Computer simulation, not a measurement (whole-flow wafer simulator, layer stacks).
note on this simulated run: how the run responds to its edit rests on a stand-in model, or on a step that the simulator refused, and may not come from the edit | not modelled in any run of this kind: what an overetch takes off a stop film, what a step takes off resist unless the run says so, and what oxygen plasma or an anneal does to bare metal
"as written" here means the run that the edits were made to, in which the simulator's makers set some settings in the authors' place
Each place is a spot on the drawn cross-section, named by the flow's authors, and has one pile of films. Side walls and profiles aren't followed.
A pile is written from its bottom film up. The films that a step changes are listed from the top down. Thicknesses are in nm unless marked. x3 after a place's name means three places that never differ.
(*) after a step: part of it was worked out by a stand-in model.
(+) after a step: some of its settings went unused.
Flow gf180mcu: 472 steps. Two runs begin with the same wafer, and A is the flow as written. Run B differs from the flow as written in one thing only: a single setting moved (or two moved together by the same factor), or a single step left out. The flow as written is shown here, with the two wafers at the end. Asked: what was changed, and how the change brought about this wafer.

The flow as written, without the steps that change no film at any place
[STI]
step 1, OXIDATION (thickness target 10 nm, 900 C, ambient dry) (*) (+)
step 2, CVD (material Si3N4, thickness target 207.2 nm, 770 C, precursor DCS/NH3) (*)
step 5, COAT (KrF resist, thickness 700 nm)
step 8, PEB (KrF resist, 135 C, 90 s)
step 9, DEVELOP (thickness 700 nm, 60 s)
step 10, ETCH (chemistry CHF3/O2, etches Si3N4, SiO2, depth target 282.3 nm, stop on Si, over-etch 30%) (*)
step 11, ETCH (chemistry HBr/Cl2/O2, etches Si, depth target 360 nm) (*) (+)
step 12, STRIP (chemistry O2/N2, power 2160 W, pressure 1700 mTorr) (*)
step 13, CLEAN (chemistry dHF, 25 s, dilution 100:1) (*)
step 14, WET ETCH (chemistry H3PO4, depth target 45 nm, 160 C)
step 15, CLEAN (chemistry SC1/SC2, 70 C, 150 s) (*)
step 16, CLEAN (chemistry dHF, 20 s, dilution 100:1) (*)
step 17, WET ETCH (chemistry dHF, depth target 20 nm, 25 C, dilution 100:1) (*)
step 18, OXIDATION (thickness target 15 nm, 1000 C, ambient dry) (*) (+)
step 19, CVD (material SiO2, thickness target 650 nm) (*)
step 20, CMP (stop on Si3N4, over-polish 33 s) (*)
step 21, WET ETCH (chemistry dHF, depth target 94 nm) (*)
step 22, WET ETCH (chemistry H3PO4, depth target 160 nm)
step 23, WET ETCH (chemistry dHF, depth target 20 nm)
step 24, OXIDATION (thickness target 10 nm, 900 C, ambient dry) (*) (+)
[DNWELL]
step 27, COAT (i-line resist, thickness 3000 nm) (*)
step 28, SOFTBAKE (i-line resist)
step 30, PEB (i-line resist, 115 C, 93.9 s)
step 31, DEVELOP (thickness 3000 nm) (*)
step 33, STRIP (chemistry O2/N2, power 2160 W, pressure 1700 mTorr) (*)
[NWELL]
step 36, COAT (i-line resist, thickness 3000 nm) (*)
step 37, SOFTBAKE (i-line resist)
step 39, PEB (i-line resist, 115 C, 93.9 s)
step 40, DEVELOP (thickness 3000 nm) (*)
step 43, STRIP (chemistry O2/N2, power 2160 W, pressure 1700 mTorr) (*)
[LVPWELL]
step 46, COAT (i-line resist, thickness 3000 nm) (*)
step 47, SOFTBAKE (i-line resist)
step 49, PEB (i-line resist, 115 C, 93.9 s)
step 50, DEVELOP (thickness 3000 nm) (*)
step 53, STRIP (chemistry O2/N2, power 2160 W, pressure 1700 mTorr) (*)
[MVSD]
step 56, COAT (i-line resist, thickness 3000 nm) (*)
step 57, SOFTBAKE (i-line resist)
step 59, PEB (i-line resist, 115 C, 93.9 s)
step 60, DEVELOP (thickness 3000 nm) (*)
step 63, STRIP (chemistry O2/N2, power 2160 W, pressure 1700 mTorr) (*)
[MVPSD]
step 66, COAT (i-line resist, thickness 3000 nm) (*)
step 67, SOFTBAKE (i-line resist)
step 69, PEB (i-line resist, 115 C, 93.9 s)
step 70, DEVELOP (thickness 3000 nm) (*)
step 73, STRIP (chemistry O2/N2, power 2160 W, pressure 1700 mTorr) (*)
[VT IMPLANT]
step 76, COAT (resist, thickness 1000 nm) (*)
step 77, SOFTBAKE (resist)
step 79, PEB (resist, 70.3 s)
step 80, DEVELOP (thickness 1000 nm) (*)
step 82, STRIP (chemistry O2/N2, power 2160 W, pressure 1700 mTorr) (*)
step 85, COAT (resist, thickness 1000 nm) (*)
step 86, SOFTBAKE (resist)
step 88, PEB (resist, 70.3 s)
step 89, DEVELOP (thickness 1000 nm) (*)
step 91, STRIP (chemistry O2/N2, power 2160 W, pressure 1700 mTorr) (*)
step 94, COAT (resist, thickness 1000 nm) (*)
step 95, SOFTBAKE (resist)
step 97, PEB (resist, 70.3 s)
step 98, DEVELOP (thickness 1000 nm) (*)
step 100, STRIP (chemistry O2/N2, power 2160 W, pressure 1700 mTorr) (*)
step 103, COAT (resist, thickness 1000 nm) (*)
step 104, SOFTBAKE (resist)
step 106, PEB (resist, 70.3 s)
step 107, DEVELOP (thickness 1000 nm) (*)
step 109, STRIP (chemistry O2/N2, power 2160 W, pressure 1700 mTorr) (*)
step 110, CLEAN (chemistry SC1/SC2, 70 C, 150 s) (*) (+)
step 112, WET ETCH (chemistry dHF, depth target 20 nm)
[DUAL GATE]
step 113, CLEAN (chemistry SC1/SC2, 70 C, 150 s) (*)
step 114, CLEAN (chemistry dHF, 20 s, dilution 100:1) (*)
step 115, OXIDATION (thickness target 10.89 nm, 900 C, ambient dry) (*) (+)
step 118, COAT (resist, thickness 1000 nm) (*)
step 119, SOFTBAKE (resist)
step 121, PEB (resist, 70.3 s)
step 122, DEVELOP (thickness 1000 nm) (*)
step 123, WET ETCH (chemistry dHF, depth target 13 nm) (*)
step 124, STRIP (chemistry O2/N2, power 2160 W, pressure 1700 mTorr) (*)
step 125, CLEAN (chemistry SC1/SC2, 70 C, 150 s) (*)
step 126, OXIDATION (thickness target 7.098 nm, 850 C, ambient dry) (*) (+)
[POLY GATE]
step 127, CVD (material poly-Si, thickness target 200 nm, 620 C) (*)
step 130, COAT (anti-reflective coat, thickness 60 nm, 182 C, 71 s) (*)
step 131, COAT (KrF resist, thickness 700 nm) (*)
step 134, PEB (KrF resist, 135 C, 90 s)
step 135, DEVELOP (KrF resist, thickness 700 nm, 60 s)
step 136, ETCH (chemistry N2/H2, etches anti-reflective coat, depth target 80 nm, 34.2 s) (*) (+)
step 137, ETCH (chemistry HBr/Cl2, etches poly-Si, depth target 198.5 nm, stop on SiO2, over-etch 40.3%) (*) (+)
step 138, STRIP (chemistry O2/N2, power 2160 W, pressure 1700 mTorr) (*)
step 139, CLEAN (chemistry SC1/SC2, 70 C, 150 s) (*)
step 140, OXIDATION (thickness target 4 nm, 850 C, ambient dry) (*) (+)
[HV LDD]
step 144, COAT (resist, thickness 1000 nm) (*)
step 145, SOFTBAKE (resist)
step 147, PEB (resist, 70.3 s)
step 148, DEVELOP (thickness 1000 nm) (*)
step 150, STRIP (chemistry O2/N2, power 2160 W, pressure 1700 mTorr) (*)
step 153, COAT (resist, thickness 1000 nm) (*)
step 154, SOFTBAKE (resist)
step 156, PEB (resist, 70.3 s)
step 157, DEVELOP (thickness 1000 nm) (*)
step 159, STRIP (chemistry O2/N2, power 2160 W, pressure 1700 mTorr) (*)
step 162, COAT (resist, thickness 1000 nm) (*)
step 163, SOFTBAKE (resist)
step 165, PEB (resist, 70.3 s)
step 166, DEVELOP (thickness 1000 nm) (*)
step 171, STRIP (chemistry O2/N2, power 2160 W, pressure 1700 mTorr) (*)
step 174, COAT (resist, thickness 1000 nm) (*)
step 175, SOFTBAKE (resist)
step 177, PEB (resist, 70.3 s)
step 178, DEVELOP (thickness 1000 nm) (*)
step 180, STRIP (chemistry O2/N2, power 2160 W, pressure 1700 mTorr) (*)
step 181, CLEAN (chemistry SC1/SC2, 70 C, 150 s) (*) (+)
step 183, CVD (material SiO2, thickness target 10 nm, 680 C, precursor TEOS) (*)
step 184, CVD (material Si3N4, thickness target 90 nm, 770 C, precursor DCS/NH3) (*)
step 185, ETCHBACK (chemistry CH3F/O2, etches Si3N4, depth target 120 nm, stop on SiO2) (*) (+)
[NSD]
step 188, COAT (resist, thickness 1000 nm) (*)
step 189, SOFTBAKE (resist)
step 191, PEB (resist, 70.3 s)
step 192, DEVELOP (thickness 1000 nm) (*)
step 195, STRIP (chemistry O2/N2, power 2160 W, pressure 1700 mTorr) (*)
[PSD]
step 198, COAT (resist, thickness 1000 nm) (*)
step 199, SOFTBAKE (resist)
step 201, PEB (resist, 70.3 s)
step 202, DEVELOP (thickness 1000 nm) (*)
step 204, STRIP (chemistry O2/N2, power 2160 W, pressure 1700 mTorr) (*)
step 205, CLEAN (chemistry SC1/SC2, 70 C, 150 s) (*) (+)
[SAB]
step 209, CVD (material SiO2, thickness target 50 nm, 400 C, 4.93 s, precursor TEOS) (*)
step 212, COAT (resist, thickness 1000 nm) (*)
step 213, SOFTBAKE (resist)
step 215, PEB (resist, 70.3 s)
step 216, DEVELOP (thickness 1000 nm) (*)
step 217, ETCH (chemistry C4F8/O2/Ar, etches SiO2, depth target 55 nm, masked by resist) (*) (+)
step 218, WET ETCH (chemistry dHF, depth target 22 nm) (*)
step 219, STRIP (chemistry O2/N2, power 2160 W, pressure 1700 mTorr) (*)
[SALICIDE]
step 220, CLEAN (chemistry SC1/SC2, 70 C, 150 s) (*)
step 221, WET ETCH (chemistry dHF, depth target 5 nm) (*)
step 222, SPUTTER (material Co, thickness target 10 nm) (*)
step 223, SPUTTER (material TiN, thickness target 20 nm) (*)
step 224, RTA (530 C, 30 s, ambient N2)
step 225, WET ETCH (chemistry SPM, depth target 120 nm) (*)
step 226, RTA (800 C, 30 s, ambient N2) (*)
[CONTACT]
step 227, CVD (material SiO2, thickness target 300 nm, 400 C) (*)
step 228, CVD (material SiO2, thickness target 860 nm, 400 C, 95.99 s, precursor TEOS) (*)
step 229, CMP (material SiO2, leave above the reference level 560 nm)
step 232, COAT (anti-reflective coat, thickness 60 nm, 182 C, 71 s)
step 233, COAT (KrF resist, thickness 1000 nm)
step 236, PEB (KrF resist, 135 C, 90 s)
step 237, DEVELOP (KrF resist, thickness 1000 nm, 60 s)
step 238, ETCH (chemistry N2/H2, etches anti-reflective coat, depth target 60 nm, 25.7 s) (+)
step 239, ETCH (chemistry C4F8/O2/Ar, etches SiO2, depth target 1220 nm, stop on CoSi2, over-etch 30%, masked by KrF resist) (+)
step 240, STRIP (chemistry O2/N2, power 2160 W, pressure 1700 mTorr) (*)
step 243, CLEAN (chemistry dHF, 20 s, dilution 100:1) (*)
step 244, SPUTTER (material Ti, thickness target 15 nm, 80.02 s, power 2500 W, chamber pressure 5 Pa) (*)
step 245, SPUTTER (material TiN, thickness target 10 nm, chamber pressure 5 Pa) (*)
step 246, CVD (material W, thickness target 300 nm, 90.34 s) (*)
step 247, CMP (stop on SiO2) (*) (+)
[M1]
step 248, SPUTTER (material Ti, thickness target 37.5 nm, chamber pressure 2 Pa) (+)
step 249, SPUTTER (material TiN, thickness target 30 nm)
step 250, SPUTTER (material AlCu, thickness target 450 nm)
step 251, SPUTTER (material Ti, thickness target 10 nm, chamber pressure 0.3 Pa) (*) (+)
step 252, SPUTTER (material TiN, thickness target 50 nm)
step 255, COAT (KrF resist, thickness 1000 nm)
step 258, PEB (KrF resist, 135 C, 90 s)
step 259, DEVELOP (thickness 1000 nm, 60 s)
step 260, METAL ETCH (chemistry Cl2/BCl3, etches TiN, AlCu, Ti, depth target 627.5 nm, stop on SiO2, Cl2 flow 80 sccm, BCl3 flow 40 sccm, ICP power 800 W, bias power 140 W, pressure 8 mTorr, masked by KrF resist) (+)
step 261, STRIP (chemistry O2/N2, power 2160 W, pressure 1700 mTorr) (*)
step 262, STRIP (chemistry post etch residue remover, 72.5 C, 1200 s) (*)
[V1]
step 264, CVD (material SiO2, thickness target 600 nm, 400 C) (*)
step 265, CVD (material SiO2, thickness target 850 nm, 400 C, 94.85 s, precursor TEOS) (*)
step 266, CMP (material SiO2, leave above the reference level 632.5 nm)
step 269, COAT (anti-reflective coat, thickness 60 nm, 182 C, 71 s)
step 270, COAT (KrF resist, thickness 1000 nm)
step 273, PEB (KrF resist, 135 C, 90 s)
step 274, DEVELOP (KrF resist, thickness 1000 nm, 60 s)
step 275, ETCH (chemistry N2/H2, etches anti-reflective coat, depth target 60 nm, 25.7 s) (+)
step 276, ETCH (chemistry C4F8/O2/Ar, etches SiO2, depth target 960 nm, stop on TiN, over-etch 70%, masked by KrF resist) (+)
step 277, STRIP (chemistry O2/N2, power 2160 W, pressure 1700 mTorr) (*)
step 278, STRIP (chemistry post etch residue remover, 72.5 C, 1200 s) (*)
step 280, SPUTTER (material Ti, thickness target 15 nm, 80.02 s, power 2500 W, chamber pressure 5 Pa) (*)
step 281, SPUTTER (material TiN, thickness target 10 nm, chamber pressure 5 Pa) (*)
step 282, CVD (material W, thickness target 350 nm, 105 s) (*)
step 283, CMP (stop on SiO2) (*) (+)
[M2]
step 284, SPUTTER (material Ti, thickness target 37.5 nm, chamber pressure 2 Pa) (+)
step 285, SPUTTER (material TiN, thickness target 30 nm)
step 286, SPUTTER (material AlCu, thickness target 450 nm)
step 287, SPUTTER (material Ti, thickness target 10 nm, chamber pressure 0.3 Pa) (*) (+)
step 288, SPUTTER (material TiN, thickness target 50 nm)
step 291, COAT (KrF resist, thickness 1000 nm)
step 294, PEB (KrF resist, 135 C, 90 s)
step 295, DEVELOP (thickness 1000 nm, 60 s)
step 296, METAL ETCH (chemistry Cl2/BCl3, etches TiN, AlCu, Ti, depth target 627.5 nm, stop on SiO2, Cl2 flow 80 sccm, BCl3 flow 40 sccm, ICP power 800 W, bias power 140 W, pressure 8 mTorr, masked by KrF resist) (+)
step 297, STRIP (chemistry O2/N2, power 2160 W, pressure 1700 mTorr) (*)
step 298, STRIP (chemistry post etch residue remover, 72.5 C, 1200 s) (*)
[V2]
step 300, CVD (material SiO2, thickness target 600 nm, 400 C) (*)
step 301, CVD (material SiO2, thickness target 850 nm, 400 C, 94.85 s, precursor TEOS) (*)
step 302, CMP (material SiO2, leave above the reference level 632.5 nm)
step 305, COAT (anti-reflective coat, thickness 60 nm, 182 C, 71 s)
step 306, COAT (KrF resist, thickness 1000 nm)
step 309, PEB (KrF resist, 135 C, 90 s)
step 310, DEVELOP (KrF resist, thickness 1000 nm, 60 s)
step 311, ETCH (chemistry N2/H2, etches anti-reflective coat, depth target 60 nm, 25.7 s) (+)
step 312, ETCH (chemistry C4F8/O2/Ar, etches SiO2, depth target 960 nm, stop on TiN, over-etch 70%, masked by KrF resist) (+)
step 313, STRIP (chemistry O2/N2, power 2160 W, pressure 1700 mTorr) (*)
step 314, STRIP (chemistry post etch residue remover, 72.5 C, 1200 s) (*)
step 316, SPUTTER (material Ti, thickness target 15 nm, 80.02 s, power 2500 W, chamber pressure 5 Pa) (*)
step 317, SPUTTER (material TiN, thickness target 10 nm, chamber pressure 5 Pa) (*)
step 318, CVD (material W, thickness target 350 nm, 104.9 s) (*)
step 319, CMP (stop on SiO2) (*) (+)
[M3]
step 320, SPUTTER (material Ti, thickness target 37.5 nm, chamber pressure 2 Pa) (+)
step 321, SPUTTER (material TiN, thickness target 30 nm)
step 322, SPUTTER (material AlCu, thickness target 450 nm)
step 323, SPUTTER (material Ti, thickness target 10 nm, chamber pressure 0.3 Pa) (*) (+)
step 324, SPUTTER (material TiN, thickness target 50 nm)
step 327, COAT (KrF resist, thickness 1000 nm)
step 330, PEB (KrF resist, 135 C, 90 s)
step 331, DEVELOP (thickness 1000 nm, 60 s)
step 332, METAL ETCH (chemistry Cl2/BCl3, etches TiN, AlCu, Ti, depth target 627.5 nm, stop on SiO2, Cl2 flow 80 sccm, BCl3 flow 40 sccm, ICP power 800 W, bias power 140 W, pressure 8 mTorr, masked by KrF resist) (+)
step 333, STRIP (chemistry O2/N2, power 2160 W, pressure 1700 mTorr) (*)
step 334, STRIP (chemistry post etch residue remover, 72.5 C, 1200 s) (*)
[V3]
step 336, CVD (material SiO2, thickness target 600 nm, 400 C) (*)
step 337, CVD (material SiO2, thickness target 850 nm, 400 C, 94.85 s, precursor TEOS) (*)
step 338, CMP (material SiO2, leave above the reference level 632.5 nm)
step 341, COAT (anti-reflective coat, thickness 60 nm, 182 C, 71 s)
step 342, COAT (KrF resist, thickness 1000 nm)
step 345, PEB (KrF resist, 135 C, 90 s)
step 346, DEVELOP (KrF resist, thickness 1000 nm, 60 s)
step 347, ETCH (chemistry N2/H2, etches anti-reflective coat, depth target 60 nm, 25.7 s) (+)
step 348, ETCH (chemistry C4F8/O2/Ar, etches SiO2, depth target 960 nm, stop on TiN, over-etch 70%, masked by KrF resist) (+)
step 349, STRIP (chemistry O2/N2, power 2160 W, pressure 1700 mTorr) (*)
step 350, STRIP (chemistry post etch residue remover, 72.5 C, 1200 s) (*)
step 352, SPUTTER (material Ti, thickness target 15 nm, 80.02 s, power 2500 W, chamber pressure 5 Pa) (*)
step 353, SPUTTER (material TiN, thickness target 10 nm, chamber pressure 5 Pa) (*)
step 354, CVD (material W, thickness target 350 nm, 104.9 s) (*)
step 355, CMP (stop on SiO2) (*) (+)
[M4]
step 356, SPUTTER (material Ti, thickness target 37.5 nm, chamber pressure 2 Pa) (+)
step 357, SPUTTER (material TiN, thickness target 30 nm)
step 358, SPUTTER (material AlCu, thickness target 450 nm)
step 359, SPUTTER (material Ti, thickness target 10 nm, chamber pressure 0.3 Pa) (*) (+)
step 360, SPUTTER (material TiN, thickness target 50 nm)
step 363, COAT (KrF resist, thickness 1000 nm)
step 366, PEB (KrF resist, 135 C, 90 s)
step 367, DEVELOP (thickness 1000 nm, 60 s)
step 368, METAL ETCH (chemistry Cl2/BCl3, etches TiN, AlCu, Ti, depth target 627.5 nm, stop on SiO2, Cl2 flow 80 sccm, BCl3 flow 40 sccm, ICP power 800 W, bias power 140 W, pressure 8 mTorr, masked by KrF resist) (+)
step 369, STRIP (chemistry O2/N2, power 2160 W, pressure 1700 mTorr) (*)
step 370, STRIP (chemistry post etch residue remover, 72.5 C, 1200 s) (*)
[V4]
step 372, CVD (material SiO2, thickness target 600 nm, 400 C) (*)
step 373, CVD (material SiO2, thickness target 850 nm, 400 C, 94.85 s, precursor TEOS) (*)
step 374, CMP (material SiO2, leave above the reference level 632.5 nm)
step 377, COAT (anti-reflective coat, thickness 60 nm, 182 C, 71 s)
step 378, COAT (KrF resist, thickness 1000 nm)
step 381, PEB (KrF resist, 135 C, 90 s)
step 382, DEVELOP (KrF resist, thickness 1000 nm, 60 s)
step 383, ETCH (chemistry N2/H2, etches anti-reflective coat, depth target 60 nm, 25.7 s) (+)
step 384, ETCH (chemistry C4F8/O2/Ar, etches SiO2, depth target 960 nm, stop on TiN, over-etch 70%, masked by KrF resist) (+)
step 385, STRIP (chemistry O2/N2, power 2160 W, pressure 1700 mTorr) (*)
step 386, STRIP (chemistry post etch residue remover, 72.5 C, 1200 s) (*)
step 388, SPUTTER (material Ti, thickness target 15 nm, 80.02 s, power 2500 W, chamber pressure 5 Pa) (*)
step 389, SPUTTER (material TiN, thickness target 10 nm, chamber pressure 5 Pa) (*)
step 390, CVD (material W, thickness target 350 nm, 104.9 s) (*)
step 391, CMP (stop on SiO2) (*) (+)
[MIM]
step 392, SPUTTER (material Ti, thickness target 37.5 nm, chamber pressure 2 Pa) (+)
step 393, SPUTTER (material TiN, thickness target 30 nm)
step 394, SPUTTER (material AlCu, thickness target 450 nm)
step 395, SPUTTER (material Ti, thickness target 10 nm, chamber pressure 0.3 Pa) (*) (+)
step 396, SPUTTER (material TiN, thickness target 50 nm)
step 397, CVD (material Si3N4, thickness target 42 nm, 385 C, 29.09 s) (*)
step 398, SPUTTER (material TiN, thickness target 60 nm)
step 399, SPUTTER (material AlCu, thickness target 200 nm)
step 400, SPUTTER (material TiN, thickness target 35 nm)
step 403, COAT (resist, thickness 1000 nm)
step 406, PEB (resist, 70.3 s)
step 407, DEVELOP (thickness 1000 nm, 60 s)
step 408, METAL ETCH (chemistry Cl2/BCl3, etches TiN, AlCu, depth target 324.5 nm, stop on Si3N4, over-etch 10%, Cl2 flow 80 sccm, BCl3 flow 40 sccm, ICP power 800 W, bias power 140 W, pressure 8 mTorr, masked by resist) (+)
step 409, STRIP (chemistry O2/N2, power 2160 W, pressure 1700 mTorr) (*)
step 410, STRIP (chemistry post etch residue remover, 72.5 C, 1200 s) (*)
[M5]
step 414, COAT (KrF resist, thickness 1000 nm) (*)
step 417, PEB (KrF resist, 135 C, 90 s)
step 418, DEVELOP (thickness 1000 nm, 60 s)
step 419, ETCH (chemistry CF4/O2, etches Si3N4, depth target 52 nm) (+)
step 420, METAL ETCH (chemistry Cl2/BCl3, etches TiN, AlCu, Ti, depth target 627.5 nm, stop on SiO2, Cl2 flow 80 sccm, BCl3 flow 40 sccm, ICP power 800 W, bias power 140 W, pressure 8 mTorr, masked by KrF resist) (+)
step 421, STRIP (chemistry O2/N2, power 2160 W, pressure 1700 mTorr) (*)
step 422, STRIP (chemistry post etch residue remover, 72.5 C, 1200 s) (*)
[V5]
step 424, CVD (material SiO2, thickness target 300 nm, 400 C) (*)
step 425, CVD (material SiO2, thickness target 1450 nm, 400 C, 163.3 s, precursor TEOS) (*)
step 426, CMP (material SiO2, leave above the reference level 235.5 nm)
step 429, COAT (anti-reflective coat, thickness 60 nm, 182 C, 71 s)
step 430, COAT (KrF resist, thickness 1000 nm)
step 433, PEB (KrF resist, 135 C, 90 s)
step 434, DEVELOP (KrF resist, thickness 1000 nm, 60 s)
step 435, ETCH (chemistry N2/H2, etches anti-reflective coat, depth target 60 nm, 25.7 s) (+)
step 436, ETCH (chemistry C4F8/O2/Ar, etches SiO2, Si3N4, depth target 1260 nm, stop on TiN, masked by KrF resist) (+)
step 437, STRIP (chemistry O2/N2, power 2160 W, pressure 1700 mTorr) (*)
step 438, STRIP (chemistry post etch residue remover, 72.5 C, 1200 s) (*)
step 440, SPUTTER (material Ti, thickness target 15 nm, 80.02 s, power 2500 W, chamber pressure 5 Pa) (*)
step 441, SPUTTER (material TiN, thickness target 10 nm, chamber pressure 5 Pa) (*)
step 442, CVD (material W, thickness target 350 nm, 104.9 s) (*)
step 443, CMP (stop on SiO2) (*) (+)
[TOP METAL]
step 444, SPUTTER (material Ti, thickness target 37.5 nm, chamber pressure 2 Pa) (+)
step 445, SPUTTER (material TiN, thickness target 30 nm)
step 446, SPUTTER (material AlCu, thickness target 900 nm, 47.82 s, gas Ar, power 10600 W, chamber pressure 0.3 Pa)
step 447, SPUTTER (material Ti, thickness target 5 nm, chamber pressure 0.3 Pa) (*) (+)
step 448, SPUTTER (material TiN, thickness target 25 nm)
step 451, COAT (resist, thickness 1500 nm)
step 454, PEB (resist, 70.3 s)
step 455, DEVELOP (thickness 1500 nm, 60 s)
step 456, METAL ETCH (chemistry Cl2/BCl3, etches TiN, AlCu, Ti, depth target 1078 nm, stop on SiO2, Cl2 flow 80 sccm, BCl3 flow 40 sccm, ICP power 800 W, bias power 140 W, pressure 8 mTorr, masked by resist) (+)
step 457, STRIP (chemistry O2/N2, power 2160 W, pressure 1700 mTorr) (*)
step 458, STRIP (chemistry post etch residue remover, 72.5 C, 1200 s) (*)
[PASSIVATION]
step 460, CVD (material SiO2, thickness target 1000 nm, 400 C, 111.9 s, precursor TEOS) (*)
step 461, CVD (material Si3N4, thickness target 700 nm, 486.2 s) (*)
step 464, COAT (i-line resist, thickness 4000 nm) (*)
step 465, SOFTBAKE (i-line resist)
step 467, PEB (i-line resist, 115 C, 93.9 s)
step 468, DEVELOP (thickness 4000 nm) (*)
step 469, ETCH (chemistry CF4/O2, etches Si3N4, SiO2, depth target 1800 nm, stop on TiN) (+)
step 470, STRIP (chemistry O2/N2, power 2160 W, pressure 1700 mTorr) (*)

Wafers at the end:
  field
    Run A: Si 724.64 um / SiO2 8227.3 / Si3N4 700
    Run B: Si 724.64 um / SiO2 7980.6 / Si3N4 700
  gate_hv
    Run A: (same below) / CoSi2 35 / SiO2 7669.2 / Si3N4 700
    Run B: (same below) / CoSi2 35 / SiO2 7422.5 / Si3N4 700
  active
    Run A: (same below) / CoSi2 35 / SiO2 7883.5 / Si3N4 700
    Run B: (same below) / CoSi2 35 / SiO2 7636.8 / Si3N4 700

The reason: step 266, CMP: leave above the reference level 385.8 nm was run, whereas the flow has leave above the reference level 632.5 nm.

How this came from the change, step by step:
  step 266, CMP (material SiO2, leave above the reference level 632.5 nm)
      field, field__w1, field__w2 and 99 more: A -300 SiO2 | B -546.7 SiO2
      field__w8, contact, m1 and 6 more: A -877.1 SiO2 | B -1123.8 SiO2
  step 276, ETCH (chemistry C4F8/O2/Ar, etches SiO2, depth target 960 nm, stop on TiN, over-etch 70%, masked by KrF resist) (+)
      field, field__w1, field__w2 and 107 more: A -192 KrF resist | B -110.8 KrF resist
      contact: A -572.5 SiO2 (all of it) | B -325.8 SiO2 (all of it)
  step 277, STRIP (chemistry O2/N2, power 2160 W, pressure 1700 mTorr) (*)
      field, field__w1, field__w2 and 107 more: A -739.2 KrF resist (all of it), -60 anti-reflective coat (all of it) | B -820.4 KrF resist (all of it), -60 anti-reflective coat (all of it)
  step 280, SPUTTER (material Ti, thickness target 15 nm, 80.02 s, power 2500 W, chamber pressure 5 Pa) (*)
      contact: A +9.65 Ti (new film) | B +11.2 Ti (new film)
  step 281, SPUTTER (material TiN, thickness target 10 nm, chamber pressure 5 Pa) (*)
      contact: A +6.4 TiN (new film) | B +7.46 TiN (new film)
  step 282, CVD (material W, thickness target 350 nm, 105 s) (*)
      contact: A +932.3 W (new film) | B +683 W (new film)
